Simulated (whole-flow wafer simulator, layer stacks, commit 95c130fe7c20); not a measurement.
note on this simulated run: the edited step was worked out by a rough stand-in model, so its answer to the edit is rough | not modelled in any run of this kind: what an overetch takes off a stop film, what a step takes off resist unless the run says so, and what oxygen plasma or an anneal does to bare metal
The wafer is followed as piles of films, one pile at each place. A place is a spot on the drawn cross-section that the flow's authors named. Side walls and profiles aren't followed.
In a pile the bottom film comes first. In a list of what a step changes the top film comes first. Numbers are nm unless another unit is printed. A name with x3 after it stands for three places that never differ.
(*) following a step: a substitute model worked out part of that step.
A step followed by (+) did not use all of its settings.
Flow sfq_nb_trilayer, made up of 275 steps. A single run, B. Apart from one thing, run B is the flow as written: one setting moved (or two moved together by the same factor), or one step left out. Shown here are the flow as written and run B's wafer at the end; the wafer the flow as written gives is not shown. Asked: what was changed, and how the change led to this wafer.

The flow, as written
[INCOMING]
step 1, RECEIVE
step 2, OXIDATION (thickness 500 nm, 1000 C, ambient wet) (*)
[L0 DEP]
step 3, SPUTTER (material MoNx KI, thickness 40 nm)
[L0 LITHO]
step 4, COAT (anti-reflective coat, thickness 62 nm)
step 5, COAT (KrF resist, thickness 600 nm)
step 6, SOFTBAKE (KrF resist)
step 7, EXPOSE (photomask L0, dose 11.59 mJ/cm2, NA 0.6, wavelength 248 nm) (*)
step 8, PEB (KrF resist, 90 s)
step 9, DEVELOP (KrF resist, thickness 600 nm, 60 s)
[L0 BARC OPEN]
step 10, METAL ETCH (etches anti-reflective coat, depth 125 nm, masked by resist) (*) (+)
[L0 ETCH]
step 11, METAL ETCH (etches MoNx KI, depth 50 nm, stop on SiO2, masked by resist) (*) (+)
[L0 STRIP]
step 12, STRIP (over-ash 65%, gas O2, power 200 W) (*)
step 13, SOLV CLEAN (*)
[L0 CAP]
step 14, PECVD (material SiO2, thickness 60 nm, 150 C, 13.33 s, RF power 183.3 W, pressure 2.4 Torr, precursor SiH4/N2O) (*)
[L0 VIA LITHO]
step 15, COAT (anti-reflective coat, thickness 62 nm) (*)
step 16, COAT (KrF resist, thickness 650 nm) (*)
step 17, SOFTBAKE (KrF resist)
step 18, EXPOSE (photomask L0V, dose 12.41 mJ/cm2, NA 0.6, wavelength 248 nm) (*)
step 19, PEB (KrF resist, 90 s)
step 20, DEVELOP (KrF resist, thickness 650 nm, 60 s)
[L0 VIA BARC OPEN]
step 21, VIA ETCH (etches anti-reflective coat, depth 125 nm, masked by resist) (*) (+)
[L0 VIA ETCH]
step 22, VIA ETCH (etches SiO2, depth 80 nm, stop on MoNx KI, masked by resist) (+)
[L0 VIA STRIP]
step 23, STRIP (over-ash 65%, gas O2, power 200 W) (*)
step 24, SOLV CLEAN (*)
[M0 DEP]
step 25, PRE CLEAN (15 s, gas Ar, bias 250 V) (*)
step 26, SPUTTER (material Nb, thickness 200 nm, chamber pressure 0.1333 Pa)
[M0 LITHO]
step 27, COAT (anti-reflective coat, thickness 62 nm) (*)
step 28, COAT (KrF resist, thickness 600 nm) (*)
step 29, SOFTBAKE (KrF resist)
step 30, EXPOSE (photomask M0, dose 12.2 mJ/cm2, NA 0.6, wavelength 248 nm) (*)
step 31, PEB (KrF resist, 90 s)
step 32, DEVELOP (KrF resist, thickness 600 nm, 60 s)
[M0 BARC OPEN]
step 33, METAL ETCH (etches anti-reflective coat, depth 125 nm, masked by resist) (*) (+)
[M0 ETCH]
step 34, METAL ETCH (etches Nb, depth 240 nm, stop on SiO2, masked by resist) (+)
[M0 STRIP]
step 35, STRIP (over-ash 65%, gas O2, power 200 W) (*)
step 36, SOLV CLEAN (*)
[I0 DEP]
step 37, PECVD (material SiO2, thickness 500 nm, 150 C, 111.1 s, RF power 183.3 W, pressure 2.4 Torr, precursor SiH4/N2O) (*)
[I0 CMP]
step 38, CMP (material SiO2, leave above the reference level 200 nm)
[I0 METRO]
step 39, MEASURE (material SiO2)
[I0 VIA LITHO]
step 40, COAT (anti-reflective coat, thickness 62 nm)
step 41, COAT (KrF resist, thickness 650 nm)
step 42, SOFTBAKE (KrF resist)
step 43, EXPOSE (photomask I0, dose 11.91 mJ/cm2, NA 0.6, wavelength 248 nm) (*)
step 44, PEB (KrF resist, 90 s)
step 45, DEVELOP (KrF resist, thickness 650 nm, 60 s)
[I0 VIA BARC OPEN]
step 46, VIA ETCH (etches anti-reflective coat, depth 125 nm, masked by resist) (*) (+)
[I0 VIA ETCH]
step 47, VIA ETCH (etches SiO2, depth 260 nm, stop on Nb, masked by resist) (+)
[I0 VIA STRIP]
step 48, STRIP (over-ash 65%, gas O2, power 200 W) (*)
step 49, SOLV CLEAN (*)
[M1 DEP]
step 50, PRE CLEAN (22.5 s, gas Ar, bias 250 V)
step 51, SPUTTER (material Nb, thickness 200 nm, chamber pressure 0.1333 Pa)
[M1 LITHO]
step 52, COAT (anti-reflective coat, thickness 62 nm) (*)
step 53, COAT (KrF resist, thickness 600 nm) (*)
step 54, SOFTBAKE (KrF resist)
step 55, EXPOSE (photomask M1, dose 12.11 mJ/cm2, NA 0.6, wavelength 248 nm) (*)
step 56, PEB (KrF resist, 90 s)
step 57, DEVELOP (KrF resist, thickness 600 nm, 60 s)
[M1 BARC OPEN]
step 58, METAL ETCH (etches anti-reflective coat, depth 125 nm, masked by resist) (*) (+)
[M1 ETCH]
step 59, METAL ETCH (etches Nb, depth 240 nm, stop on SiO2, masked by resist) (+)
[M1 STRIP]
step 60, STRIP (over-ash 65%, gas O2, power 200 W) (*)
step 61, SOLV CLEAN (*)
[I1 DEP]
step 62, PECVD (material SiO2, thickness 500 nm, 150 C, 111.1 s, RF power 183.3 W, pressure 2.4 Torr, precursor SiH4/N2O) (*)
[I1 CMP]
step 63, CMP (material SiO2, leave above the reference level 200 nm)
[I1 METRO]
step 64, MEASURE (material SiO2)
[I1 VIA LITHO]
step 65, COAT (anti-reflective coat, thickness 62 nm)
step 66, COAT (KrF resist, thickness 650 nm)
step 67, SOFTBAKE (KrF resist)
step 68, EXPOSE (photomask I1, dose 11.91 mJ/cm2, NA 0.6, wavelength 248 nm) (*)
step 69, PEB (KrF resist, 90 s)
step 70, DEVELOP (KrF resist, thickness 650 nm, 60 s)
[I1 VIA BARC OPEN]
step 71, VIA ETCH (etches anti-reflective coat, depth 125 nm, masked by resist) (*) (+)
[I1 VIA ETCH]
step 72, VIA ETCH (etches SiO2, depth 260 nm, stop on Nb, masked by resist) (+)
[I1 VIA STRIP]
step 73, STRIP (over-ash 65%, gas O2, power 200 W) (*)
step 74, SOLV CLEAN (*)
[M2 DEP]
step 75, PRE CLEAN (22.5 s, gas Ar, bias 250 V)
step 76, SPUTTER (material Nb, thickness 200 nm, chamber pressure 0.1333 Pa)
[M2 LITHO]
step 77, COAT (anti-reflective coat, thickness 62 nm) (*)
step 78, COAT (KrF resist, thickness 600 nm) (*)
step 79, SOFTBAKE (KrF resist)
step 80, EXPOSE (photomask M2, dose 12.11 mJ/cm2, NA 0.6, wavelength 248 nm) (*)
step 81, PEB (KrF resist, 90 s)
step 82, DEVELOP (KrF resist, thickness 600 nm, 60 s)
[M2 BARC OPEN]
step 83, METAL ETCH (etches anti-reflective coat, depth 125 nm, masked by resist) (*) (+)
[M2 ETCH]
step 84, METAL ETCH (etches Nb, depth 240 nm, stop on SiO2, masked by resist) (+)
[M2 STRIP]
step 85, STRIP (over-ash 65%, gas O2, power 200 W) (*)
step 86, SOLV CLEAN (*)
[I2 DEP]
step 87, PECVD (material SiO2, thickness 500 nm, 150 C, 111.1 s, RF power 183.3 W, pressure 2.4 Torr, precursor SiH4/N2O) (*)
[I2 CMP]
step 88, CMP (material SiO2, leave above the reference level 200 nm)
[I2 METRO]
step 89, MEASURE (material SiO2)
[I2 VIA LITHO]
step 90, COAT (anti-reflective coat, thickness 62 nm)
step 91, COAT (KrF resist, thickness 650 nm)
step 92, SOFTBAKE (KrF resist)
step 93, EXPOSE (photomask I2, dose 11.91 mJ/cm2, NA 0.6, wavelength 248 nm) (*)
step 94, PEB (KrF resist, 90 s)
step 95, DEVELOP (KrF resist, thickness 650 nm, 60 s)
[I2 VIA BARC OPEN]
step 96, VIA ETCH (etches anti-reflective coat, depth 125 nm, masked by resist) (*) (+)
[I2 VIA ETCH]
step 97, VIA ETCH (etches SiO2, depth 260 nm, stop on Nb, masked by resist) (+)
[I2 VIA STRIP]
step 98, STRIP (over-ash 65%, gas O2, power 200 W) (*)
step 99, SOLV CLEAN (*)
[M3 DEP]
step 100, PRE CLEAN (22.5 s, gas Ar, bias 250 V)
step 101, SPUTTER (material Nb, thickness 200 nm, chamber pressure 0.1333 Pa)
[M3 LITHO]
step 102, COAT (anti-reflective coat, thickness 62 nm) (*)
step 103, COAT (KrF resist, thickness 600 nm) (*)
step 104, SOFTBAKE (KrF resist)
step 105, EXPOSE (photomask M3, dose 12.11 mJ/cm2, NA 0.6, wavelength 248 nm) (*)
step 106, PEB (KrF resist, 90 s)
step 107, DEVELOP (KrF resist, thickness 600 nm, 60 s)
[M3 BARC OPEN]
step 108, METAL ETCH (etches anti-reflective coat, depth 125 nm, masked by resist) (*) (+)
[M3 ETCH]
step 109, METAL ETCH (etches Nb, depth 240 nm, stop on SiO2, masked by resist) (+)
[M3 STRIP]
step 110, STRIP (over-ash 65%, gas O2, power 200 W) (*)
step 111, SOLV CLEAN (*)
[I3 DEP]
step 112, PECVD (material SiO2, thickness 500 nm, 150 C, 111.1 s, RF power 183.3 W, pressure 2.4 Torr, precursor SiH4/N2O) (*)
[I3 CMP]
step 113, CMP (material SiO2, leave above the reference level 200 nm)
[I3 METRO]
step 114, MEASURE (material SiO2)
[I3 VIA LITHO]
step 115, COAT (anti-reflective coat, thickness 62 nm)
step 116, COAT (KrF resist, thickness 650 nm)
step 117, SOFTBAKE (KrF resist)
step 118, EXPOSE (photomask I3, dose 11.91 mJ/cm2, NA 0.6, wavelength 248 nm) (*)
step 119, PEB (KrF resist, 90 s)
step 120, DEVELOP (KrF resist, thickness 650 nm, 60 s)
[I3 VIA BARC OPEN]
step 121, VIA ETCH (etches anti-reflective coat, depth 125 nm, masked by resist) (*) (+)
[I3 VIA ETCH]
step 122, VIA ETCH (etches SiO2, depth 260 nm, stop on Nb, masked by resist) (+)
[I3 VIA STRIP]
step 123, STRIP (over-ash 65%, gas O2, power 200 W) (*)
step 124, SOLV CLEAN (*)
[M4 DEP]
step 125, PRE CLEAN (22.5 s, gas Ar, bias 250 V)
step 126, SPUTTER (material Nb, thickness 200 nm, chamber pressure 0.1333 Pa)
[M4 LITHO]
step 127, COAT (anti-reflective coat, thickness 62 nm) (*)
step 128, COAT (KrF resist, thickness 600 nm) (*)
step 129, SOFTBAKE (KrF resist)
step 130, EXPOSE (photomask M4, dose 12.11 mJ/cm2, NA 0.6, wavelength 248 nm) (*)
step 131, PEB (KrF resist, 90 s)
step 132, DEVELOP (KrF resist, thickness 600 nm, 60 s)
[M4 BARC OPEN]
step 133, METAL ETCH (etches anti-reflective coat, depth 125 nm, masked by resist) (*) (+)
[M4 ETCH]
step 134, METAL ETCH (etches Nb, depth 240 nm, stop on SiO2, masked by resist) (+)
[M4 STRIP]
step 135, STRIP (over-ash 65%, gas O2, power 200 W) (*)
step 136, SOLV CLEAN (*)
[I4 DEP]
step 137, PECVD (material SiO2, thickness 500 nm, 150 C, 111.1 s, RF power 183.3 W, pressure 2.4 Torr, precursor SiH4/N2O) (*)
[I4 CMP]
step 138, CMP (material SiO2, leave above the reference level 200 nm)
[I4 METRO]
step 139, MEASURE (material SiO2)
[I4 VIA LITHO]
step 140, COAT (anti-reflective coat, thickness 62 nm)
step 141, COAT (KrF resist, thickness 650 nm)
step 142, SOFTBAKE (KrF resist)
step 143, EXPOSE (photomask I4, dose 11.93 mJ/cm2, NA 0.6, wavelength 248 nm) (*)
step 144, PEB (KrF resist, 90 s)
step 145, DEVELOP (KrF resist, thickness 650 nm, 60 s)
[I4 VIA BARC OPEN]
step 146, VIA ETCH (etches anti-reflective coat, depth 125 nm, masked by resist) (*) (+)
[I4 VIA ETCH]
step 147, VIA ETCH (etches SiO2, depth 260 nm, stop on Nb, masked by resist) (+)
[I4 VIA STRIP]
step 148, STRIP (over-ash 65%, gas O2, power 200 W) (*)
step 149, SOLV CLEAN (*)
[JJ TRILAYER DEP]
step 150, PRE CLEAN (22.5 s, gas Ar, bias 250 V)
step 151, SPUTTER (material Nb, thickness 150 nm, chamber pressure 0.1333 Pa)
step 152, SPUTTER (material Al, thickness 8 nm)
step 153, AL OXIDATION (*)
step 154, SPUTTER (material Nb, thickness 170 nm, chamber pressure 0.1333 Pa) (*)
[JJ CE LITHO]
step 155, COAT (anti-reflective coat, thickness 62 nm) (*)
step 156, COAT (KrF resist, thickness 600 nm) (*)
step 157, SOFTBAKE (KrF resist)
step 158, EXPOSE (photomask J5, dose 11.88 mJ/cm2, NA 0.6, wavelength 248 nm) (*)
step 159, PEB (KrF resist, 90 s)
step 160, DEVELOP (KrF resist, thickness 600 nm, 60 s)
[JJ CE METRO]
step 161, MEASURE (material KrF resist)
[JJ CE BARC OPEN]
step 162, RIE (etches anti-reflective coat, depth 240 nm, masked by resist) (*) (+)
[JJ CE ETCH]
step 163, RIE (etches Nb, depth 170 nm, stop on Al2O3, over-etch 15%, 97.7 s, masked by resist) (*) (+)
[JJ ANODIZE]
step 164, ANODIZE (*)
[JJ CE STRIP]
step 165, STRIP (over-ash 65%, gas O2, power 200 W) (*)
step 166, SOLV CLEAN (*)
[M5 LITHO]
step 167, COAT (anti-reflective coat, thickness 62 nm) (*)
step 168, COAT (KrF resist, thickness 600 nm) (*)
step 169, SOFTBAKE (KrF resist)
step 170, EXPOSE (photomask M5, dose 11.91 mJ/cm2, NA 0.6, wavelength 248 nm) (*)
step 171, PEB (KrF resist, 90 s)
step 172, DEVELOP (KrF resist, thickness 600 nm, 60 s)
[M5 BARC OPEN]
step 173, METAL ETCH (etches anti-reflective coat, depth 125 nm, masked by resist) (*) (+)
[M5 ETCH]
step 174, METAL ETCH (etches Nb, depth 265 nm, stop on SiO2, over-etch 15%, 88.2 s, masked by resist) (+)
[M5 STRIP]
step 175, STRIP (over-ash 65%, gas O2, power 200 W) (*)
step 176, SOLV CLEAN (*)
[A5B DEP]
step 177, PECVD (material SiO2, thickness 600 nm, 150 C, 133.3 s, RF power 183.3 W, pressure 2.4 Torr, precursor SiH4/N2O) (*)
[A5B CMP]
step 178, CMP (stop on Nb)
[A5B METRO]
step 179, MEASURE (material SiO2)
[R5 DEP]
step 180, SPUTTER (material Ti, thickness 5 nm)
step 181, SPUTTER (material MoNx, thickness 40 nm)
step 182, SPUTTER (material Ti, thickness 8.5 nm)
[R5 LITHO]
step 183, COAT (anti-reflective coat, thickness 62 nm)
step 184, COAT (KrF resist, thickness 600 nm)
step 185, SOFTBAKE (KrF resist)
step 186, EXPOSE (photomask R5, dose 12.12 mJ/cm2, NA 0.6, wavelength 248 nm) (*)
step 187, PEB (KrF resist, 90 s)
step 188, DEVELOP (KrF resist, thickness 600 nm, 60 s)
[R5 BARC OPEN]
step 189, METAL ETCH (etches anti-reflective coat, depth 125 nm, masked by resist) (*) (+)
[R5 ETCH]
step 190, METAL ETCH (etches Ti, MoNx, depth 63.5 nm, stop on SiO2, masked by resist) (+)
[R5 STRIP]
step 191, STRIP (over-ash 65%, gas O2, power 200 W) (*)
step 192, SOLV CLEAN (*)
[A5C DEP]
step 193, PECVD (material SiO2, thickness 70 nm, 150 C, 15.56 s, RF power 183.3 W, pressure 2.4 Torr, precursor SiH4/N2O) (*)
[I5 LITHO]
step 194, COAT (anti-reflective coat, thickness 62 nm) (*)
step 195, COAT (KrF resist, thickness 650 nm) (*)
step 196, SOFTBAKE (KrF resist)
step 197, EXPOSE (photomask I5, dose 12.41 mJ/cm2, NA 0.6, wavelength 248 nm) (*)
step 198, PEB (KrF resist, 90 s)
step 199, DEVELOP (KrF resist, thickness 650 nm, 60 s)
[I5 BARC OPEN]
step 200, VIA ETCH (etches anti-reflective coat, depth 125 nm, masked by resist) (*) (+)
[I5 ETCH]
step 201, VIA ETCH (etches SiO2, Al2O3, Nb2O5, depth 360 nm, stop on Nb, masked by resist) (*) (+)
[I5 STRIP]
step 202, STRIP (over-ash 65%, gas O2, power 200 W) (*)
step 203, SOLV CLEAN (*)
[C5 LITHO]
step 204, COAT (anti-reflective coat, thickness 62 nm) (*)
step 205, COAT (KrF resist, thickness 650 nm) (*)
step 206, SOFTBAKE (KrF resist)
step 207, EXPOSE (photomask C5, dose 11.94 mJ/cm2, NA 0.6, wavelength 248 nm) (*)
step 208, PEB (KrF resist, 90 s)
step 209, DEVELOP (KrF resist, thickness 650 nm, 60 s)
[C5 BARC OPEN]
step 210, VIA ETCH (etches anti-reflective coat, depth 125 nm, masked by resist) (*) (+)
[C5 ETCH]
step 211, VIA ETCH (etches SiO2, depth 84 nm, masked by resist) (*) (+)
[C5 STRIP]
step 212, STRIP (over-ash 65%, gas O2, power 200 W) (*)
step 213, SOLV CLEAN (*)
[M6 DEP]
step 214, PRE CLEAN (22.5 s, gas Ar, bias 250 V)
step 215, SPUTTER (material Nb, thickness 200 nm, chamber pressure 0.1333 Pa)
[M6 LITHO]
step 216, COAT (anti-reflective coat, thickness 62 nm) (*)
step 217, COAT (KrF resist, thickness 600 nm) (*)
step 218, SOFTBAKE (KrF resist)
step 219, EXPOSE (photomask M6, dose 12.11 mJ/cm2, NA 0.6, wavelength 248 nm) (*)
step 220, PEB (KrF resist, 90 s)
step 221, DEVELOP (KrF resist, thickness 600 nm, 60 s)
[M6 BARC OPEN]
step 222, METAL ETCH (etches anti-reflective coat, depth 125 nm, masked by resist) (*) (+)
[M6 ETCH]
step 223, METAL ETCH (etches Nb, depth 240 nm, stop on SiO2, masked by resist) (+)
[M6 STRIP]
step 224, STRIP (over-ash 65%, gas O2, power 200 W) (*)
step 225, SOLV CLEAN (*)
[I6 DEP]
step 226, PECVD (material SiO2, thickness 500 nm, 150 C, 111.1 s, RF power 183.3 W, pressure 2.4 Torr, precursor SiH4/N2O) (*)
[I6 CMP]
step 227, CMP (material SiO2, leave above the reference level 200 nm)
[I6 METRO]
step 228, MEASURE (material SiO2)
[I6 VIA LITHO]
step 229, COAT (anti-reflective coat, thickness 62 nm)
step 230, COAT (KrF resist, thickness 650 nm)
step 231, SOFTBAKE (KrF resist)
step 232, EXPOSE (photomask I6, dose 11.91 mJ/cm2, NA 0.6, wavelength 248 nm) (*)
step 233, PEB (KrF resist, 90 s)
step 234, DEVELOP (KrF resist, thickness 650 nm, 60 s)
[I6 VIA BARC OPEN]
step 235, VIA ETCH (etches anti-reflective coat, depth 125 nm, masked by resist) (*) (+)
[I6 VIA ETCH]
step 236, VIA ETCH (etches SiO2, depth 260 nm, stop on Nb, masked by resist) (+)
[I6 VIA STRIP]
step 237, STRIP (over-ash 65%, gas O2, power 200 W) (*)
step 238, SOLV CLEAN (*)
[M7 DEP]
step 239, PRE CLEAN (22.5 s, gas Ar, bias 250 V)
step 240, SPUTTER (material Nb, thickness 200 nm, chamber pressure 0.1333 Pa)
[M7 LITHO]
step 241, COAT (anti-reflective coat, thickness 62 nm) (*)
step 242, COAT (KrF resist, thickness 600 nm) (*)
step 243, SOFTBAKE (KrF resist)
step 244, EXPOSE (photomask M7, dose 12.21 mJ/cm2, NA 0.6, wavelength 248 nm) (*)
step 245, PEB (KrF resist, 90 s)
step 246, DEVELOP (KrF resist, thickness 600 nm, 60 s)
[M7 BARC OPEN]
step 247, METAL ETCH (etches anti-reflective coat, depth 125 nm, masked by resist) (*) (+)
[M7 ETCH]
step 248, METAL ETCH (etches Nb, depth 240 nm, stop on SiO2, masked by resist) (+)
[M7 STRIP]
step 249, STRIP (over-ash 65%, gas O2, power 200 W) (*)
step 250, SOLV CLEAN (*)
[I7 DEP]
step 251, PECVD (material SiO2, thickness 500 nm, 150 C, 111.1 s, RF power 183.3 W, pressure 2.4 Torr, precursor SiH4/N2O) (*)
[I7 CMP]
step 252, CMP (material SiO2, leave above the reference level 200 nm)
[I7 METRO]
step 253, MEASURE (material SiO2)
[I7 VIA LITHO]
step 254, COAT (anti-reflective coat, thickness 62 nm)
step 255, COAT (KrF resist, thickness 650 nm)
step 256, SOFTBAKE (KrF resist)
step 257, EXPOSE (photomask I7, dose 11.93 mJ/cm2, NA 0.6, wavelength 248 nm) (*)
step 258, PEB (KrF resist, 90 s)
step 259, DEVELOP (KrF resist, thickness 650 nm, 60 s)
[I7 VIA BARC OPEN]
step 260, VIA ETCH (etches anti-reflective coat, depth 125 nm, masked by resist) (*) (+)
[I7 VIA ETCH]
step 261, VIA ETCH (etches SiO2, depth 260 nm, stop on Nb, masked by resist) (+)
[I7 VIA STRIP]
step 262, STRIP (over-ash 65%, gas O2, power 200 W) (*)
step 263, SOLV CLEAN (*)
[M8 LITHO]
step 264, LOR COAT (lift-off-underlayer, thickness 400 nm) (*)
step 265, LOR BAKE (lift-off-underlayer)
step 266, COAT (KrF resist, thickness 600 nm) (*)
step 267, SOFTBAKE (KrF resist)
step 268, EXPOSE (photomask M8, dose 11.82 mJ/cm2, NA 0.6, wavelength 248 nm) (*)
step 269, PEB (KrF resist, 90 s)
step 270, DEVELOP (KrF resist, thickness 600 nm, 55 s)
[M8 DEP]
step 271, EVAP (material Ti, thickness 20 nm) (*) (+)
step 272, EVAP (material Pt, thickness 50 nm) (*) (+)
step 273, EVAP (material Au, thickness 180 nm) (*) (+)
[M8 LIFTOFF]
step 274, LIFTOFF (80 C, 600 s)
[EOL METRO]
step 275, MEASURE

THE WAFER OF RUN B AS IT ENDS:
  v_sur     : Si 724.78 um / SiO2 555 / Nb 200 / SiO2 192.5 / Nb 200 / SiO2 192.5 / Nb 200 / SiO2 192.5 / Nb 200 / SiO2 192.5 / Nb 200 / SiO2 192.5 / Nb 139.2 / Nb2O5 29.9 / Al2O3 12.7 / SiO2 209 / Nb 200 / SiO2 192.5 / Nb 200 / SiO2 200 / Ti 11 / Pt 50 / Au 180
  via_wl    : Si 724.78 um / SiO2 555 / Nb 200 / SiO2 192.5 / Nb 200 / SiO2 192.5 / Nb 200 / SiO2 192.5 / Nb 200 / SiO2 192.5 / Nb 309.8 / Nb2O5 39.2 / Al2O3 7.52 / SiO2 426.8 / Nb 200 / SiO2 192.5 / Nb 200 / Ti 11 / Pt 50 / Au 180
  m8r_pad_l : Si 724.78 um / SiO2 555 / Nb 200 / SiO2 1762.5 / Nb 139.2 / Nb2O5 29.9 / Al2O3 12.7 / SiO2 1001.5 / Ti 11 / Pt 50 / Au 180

What caused this: step 271, EVAP: thickness 11 nm was run, though the flow has thickness 20 nm.
The wafer lets one read it off: v_sur has Ti 11, and step 271 as written asks for 20 nm.

How this came from the change, step by step:
  step 271, EVAP (material Ti, thickness 20 nm) (*) (+)
      field_l, v_sur, via_wl and 103 more: Ti gains 11 (new film) (in the flow as written it would be: Ti gains 20 (new film))
  step 274, LIFTOFF (80 C, 600 s)
      p4_fl, p4_fm, p4_w1 and 71 more: Au loses 180 (all of it), Pt loses 50 (all of it), Ti loses 11 (all of it), KrF resist loses 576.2 (all of it), lift-off-underlayer loses 400 (all of it) (in the flow as written it would be: Au loses 180 (all of it), Pt loses 50 (all of it), Ti loses 20 (all of it), KrF resist loses 576.2 (all of it), lift-off-underlayer loses 400 (all of it))
      c5j, ce_r: Au loses 180 (all of it), Pt loses 50 (all of it), Ti loses 11 (all of it), KrF resist loses 573.3 (all of it), lift-off-underlayer loses 399.3 (all of it) (in the flow as written it would be: Au loses 180 (all of it), Pt loses 50 (all of it), Ti loses 20 (all of it), KrF resist loses 573.3 (all of it), lift-off-underlayer loses 399.3 (all of it))
      (also at 19 further places)
